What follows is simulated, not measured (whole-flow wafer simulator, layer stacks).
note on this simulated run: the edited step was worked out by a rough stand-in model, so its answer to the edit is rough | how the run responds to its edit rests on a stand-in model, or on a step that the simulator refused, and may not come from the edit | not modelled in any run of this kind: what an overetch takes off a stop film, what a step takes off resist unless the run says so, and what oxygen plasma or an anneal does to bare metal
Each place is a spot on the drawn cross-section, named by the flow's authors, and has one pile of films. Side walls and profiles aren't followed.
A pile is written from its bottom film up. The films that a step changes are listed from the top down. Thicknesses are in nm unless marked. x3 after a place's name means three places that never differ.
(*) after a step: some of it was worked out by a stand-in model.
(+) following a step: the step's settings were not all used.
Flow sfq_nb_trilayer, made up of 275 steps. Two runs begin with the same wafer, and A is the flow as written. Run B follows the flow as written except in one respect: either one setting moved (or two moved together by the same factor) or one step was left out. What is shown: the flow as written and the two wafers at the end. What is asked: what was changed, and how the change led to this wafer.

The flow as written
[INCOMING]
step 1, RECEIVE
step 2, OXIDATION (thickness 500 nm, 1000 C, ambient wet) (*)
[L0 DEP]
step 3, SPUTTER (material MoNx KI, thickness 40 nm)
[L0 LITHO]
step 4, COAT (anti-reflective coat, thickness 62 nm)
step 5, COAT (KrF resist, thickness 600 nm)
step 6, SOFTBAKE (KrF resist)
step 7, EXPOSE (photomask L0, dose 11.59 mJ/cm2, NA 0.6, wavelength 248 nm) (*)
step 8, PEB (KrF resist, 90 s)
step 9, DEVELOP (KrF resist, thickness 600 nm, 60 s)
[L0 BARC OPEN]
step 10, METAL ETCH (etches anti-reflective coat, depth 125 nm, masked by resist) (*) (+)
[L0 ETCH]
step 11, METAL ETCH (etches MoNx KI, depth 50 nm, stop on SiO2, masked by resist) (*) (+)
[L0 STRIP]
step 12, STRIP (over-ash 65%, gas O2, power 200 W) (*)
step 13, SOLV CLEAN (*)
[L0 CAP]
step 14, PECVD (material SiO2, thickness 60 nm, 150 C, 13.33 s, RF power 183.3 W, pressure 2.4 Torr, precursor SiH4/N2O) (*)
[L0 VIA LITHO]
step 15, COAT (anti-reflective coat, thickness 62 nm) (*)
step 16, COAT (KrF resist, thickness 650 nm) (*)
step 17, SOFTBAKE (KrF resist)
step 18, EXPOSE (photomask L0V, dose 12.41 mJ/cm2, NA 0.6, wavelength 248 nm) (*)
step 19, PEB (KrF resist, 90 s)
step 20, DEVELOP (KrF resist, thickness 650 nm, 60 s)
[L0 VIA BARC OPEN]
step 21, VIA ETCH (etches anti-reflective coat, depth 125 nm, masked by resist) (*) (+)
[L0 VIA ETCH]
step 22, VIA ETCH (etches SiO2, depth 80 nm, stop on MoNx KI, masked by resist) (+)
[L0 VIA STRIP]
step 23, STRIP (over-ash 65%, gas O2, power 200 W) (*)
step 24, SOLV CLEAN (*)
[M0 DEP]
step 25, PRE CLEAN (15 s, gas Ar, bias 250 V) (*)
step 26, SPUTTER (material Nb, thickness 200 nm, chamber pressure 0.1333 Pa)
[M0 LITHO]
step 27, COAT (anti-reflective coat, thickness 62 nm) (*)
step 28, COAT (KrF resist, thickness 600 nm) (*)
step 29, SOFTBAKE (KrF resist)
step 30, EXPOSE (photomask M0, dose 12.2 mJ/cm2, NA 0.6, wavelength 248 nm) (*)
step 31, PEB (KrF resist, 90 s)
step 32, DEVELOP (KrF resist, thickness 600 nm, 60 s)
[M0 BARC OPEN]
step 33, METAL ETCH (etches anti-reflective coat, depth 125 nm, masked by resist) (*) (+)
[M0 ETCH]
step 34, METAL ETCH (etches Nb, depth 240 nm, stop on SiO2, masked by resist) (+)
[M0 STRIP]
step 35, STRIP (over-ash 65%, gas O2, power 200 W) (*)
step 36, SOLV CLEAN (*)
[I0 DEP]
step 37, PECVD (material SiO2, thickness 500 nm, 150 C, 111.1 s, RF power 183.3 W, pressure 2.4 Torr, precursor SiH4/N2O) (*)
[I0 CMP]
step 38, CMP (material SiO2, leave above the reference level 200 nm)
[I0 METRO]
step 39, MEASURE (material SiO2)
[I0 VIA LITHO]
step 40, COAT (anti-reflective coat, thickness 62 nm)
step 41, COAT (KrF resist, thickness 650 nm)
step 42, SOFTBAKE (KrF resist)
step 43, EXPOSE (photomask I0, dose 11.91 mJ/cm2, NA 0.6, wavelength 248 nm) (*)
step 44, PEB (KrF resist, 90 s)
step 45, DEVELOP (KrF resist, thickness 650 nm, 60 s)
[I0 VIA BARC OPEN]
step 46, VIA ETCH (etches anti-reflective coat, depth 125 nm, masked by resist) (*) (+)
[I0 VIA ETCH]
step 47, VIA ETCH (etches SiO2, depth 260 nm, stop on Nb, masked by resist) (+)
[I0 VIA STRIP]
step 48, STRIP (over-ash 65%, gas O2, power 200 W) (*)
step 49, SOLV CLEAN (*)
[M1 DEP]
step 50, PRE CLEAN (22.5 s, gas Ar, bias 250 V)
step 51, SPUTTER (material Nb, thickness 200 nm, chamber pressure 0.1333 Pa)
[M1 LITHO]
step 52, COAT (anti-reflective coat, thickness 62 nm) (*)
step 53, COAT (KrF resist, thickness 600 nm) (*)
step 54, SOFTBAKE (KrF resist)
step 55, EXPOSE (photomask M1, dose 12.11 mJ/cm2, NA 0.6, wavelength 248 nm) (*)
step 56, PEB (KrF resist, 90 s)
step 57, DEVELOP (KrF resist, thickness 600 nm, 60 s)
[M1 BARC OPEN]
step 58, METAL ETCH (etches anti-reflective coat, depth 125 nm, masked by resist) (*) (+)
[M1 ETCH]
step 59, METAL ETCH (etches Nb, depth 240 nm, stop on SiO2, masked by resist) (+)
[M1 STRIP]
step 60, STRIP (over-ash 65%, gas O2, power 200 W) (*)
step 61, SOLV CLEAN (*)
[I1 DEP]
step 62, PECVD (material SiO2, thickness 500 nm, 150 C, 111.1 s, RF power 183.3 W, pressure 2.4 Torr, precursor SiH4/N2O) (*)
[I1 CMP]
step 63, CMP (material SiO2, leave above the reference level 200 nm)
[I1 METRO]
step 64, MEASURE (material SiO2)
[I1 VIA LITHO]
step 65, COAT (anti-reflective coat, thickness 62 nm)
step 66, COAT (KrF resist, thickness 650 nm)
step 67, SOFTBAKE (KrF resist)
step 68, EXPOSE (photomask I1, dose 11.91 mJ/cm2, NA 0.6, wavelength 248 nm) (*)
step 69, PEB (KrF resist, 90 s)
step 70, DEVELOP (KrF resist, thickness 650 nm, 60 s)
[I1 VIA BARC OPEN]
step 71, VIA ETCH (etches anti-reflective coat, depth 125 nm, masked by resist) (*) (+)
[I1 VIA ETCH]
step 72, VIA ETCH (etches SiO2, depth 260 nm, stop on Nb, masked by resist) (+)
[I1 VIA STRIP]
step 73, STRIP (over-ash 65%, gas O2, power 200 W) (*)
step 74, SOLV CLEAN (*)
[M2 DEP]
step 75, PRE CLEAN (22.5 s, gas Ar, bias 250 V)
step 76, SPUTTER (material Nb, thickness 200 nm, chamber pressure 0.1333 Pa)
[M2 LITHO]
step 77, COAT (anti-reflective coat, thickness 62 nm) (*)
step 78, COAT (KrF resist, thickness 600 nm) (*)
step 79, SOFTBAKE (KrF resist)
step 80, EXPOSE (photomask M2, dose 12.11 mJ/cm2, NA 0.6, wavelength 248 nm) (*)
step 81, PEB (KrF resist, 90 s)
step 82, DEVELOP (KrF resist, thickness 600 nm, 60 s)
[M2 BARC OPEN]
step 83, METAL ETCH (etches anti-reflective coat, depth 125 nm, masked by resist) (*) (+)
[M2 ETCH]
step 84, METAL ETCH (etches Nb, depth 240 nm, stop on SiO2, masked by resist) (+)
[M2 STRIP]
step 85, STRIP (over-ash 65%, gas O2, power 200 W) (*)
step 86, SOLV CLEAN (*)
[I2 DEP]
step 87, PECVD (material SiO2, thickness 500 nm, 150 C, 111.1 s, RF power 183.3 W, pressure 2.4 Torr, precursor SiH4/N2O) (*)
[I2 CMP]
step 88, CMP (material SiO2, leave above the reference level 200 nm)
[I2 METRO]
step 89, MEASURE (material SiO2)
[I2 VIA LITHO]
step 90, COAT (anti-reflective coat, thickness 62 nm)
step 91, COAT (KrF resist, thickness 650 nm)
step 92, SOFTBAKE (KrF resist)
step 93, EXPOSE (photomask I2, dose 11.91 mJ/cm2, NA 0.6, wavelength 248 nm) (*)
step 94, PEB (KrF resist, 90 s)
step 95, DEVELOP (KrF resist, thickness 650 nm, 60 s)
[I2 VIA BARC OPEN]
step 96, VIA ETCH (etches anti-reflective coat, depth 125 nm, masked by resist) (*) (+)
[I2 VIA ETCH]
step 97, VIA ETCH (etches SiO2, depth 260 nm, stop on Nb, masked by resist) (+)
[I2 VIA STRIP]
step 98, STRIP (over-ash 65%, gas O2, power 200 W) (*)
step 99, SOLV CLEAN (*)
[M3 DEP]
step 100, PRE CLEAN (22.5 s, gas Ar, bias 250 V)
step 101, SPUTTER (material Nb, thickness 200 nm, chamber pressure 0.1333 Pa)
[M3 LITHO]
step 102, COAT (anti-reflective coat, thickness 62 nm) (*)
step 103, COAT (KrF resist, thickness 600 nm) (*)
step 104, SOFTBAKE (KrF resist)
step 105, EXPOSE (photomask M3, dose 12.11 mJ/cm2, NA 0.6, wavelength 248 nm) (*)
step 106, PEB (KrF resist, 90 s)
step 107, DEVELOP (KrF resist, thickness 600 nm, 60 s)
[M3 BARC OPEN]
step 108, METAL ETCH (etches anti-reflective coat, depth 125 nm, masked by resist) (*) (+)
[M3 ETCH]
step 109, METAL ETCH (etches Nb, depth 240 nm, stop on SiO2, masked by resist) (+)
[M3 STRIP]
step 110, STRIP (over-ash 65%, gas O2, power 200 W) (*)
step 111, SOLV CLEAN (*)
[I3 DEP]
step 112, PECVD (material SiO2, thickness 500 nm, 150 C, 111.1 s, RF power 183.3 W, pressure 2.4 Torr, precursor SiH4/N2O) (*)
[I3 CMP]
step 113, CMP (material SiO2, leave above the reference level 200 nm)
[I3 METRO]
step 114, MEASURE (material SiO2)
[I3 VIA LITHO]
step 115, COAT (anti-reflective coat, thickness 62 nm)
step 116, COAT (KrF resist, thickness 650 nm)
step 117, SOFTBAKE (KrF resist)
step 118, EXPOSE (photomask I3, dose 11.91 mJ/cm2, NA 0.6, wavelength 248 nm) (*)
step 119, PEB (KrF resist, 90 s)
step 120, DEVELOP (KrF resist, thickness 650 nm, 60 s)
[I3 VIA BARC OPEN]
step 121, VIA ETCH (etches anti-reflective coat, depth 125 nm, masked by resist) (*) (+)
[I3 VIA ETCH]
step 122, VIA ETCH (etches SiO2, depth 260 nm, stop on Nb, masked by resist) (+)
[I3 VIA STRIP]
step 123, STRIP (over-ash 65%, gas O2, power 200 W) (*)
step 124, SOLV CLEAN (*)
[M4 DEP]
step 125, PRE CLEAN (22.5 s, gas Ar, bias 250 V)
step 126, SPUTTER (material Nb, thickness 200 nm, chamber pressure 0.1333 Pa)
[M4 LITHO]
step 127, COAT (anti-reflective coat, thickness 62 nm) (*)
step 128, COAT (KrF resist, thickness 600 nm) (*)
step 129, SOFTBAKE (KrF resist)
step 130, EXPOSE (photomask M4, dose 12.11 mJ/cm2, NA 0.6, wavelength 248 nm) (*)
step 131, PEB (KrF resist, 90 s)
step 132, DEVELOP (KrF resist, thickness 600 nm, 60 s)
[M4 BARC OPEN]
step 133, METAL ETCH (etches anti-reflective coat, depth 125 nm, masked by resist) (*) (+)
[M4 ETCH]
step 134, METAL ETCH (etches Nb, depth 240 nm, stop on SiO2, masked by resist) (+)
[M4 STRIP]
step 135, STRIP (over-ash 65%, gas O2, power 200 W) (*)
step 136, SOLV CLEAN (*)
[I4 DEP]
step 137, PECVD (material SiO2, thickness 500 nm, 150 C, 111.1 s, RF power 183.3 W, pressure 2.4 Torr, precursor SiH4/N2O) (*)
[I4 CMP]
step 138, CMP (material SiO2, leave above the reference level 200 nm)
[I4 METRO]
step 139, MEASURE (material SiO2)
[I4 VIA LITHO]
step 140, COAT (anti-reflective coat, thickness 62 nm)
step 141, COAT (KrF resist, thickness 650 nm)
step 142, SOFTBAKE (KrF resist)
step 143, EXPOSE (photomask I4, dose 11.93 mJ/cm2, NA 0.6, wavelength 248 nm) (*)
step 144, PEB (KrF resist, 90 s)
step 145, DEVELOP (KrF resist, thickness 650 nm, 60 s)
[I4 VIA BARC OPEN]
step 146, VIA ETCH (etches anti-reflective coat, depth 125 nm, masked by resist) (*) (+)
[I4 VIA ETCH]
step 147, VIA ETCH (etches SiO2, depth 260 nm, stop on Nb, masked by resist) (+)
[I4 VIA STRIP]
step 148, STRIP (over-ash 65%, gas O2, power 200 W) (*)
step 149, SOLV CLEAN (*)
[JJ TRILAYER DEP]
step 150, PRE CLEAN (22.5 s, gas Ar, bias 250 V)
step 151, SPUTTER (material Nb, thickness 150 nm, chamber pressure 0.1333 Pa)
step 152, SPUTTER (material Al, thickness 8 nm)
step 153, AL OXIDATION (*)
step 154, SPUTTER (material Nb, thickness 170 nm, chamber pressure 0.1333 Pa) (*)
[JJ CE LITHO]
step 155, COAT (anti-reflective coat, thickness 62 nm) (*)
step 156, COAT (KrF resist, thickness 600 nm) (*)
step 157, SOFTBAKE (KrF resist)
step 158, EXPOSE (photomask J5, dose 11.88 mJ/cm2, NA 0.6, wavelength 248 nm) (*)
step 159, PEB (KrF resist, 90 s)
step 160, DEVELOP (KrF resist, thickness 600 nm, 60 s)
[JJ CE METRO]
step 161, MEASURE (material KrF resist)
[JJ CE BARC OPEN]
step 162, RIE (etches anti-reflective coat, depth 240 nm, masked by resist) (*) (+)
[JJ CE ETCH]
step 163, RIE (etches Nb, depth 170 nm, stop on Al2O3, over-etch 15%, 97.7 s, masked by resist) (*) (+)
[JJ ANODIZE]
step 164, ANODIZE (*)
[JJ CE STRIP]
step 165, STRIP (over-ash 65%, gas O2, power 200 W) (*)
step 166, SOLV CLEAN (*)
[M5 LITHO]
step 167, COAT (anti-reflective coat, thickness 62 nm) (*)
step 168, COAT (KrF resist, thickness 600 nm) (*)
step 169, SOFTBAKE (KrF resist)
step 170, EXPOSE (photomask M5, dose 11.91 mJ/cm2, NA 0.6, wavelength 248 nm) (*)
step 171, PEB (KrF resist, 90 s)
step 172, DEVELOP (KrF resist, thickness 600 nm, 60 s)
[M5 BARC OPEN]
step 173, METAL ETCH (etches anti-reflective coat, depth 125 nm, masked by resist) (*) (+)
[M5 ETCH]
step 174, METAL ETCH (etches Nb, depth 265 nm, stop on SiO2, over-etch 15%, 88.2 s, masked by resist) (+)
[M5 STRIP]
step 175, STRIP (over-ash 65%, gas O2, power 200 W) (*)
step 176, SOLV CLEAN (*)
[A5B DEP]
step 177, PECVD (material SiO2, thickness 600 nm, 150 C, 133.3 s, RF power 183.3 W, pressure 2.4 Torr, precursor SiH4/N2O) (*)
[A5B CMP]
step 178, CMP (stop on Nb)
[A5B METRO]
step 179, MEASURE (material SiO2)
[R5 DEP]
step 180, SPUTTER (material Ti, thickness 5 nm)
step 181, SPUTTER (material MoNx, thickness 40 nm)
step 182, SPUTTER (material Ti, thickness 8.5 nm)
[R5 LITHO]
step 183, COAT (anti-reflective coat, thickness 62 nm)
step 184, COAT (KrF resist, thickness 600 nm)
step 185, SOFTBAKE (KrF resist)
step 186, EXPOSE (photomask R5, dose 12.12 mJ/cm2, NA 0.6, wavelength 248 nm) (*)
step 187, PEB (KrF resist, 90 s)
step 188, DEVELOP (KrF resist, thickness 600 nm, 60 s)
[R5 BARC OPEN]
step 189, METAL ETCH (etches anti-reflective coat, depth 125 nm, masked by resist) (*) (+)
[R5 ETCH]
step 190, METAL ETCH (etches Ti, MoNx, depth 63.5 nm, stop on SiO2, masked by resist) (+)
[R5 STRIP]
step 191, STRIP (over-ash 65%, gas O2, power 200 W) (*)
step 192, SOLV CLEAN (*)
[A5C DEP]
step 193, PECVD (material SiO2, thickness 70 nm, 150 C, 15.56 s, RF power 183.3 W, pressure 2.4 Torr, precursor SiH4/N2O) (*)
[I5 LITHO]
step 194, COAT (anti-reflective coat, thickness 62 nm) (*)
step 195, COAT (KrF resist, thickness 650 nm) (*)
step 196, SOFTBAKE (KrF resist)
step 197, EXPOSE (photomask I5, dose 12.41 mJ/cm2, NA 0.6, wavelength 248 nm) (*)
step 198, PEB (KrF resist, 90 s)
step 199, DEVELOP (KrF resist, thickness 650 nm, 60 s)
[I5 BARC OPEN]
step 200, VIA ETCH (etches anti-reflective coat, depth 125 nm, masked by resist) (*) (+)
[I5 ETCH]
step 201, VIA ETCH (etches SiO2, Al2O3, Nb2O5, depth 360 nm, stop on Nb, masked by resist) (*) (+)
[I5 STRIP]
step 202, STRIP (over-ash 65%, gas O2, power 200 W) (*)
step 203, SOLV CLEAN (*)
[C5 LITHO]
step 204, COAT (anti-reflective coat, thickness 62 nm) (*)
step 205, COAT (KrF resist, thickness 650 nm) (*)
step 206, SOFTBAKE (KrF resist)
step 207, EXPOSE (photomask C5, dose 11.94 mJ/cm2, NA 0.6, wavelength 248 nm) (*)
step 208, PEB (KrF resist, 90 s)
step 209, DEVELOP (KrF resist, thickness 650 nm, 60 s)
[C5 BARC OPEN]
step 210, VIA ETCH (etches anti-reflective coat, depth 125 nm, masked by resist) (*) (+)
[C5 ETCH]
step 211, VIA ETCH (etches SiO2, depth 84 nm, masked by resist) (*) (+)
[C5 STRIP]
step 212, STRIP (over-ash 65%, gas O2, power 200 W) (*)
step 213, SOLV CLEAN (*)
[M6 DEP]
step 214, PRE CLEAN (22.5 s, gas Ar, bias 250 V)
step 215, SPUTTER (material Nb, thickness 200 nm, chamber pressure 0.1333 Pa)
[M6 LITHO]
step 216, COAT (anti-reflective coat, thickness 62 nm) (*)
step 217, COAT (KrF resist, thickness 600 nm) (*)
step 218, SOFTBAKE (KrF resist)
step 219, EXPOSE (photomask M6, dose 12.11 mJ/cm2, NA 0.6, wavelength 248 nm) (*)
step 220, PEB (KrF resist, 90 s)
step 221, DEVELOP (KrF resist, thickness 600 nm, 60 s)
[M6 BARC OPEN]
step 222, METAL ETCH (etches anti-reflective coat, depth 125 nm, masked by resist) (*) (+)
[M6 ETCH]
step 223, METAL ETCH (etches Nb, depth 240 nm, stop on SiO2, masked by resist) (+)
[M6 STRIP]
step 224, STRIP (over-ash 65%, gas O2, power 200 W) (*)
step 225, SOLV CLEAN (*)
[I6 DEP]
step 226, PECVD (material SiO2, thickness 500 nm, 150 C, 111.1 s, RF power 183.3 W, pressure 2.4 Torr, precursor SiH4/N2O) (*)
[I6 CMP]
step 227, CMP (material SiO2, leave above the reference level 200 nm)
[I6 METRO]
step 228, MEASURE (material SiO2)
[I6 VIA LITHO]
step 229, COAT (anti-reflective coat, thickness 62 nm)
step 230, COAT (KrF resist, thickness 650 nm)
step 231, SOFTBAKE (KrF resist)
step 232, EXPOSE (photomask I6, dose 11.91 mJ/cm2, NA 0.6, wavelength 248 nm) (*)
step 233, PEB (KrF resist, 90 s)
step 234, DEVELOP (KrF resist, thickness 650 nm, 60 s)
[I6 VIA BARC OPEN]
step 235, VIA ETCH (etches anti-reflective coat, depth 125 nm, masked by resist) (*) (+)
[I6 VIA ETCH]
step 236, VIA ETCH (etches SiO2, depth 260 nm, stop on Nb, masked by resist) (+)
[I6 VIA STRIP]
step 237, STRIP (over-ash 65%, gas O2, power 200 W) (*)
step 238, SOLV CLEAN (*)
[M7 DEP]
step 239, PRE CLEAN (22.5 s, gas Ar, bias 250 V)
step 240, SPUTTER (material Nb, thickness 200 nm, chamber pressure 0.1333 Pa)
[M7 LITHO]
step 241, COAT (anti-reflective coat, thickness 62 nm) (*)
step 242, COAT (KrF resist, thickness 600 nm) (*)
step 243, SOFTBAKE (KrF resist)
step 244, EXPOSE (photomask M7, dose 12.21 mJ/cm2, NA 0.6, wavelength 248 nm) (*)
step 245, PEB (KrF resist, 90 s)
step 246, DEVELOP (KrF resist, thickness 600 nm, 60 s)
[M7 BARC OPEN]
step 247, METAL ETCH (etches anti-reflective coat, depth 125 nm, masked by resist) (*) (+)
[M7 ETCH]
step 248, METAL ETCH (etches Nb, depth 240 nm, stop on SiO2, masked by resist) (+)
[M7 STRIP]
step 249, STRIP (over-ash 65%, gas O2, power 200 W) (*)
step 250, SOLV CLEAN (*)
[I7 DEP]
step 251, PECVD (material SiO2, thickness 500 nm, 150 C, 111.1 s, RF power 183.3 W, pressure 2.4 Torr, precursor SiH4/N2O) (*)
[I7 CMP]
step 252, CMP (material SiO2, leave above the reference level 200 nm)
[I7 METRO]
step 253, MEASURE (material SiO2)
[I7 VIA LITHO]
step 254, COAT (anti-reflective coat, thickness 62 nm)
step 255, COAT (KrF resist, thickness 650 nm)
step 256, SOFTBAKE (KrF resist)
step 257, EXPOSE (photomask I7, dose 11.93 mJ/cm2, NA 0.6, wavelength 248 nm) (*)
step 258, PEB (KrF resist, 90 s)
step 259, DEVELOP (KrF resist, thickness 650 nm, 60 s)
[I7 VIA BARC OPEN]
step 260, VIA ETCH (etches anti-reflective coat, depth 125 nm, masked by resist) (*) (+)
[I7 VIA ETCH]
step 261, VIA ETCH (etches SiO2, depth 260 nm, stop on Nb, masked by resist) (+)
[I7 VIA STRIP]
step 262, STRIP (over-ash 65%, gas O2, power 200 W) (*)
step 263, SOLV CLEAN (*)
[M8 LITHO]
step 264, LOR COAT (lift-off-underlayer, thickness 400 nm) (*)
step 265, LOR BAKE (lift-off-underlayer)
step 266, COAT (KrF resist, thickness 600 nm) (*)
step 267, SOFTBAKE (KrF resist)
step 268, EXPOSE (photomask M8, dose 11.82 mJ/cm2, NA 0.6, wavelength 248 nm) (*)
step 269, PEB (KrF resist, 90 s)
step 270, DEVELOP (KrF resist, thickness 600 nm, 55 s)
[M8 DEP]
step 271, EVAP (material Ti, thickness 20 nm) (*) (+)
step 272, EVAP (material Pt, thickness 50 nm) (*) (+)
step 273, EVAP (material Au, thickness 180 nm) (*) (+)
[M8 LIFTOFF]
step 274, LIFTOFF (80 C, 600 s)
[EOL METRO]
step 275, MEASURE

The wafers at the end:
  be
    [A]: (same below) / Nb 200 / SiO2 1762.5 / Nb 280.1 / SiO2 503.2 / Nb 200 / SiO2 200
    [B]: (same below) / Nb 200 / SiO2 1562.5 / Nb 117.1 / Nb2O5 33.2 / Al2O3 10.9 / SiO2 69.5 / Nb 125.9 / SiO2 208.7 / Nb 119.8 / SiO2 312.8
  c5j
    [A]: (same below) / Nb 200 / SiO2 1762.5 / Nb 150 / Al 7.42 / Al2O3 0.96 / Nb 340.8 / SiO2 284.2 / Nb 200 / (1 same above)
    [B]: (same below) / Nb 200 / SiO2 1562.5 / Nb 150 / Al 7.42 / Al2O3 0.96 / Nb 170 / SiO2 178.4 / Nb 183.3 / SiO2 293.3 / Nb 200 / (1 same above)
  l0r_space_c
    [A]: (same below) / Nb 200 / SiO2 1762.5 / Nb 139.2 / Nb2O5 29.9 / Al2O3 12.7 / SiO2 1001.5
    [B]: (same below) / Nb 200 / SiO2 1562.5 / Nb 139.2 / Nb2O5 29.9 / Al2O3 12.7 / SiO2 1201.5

Cause: step 137, PECVD: thickness 200 nm was run, while the flow as written has thickness 500 nm; step 137, PECVD: 44.44 s was run, where the flow has 111.1 s.

How this came from the change, step by step:
  step 137, PECVD (material SiO2, thickness 500 nm, 150 C, 111.1 s, RF power 183.3 W, pressure 2.4 Torr, precursor SiH4/N2O) (*)
      field_l, be, be_sur and 55 more: A +500 SiO2 | B +200 SiO2
      v_sur, via_wl, via_w and 35 more: A +500 SiO2 (new film) | B +200 SiO2 (new film)
      (also at 10 further places)
  step 138, CMP (material SiO2, leave above the reference level 200 nm)
      field_l, be, be_sur and 55 more: A -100 SiO2 | B nothing
      v_sur, via_wl, via_w and 35 more: A -300 SiO2 | B nothing
      (also at 10 further places)
  step 140, COAT (anti-reflective coat, thickness 62 nm)
      m0r_space_l, m0r_space_r, m6r_space_l, m6r_space_r, m7r_space_l, m7r_space_r: A +62 anti-reflective coat (new film) | B +81.5 anti-reflective coat (new film)
      ce_l, ce_r, sp_r, res: A +62 anti-reflective coat (new film) | B +65 anti-reflective coat (new film)
      (also at 78 further places)
  step 141, COAT (KrF resist, thickness 650 nm)
      m0r_space_l, m0r_space_r, m5r_space_l, m5r_space_r, m6r_space_l, m6r_space_r, m7r_space_l, m7r_space_r: A +650 KrF resist (new film) | B +677.3 KrF resist (new film)
      m0r_line_l, m0r_line_r, m6r_line_l, m6r_line_r, m7r_line_l, m7r_line_r: A +650 KrF resist (new film) | B +687.3 KrF resist (new film)
      (also at 74 further places)
  step 145, DEVELOP (KrF resist, thickness 650 nm, 60 s)
      via_wl: A -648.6 KrF resist (all of it) | B -569.2 KrF resist (all of it)
      via_w: A -648.6 KrF resist (all of it) | B -579.1 KrF resist (all of it)
      (also at 1 further place)
  step 146, VIA ETCH (etches anti-reflective coat, depth 125 nm, masked by resist) (*) (+)
      field_l, v_sur, via_sp and 100 more: A -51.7 KrF resist | B -38.9 KrF resist
      via_wl: A -62 anti-reflective coat (all of it), -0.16 SiO2 | B -46.2 anti-reflective coat (all of it), -0.12 SiO2
      (also at 2 further places)
  step 148, STRIP (over-ash 65%, gas O2, power 200 W) (*)
      p4_fl, p4_fm, p4_w1, p4_g1, p4_w2, p4_g2, p4_w3, p4_fr: A -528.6 KrF resist (all of it), -62 anti-reflective coat (all of it) | B -541.4 KrF resist (all of it), -62 anti-reflective coat (all of it)
      m0r_line_l, m0r_line_r, m6r_line_l, m6r_line_r, m7r_line_l, m7r_line_r: A -528.6 KrF resist (all of it), -62 anti-reflective coat (all of it) | B -578.6 KrF resist (all of it), -61.5 anti-reflective coat (all of it)
      (also at 89 further places)
  step 151, SPUTTER (material Nb, thickness 150 nm, chamber pressure 0.1333 Pa)
      lsp_r, l0_sur, l0v: A +150 Nb (new film) | B +142.1 Nb (new film)
      be, lsp_l: A +150 Nb (new film) | B +129.1 Nb (new film)
      (also at 1 further place)
  step 152, SPUTTER (material Al, thickness 8 nm)
      be, lsp_l: A +8 Al (new film) | B +7.17 Al (new film)
      via_v: A +8 Al (new film) | B +5.81 Al (new film)
  step 154, SPUTTER (material Nb, thickness 170 nm, chamber pressure 0.1333 Pa) (*)
      lsp_r, l0_sur, l0v: A +170 Nb (new film) | B +160.8 Nb (new film)
      be, lsp_l: A +170 Nb (new film) | B +151 Nb (new film)
      (also at 1 further place)
  step 155, COAT (anti-reflective coat, thickness 62 nm) (*)
      p3_s0, p3_s1, p3_s3: A +62 anti-reflective coat (new film) | B +114.7 anti-reflective coat (new film)
      wl_a_sr, wl_b_sl, wl_b_m5: A +62 anti-reflective coat (new film) | B +57.3 anti-reflective coat (new film)
      (also at 91 further places)
  step 156, COAT (KrF resist, thickness 600 nm) (*)
      m0r_line_l, m6r_line_l, m7r_line_l: A +600 KrF resist (new film) | B +639.3 KrF resist (new film)
      m0r_space_l, m6r_space_l, m7r_space_l: A +600 KrF resist (new film) | B +625.5 KrF resist (new film)
      (also at 80 further places)
  step 160, DEVELOP (KrF resist, thickness 600 nm, 60 s)
      m0r_line_l, m6r_line_l, m7r_line_l: A -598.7 KrF resist (all of it) | B -638 KrF resist (all of it)
      m0r_space_l, m6r_space_l, m7r_space_l: A -598.7 KrF resist (all of it) | B -624.2 KrF resist (all of it)
      (also at 79 further places)
  step 162, RIE (etches anti-reflective coat, depth 240 nm, masked by resist) (*) (+)
      ce_l, c5j, ce_r, wl_jj: A -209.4 KrF resist | B -199.9 KrF resist
      p3_s0, p3_s1, p3_s3: A -62 anti-reflective coat (all of it) | B -114.7 anti-reflective coat (all of it)
      (also at 90 further places)
  step 163, RIE (etches Nb, depth 170 nm, stop on Al2O3, over-etch 15%, 97.7 s, masked by resist) (*) (+)
      lsp_r, l0_sur, l0v: A -170 Nb (all of it), -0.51 Al2O3 | B -160.8 Nb (all of it), -0.96 Al2O3 (all of it)
      be, lsp_l: A -170 Nb (all of it), -0.51 Al2O3 | B -151 Nb (all of it), -0.96 Al2O3 (all of it)
      (also at 1 further place)
  step 164, ANODIZE (*)
      lsp_r, l0_sur, l0v: A +12.2 Al2O3, +29.9 Nb2O5 (new film), -7.42 Al (all of it), -10.8 Nb | B +11.4 Al2O3 (new film), +32.2 Nb2O5 (new film), -6.93 Al (all of it), -11.6 Nb
      be, lsp_l: A +12.2 Al2O3, +29.9 Nb2O5 (new film), -7.42 Al (all of it), -10.8 Nb | B +10.9 Al2O3 (new film), +33.2 Nb2O5 (new film), -6.59 Al (all of it), -11.9 Nb
      (also at 1 further place)
  ... another 46 steps ...
  step 274, LIFTOFF (80 C, 600 s)
      be: A -180 Au (all of it), -50 Pt (all of it), -20 Ti (all of it), -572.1 KrF resist (all of it), -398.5 lift-off-underlayer (all of it) | B -180 Au (all of it), -50 Pt (all of it), -20 Ti (all of it), -613.8 KrF resist (all of it), -720.8 lift-off-underlayer (all of it)
      be_sur: A -180 Au (all of it), -50 Pt (all of it), -20 Ti (all of it), -572.6 KrF resist (all of it), -398.9 lift-off-underlayer (all of it) | B -180 Au (all of it), -50 Pt (all of it), -20 Ti (all of it), -587.3 KrF resist (all of it), -366.3 lift-off-underlayer (all of it)
      (also at 1 further place)
Taking metal films that touch as one body, be has 4 bodies (between them, from the top down: SiO2 208.7; SiO2 69.5 / Al2O3 10.9 / Nb2O5 33.2; SiO2 1562.5); the flow as written gives 3 bodies (between them, from the top down: SiO2 503.2; SiO2 1762.5).
Taking metal films that touch as one body, c5j has 5 bodies (between them, from the top down: SiO2 293.3; SiO2 178.4; Al2O3 0.96; SiO2 1562.5); the flow as written gives 4 bodies (between them, from the top down: SiO2 284.2; Al2O3 0.96; SiO2 1762.5).
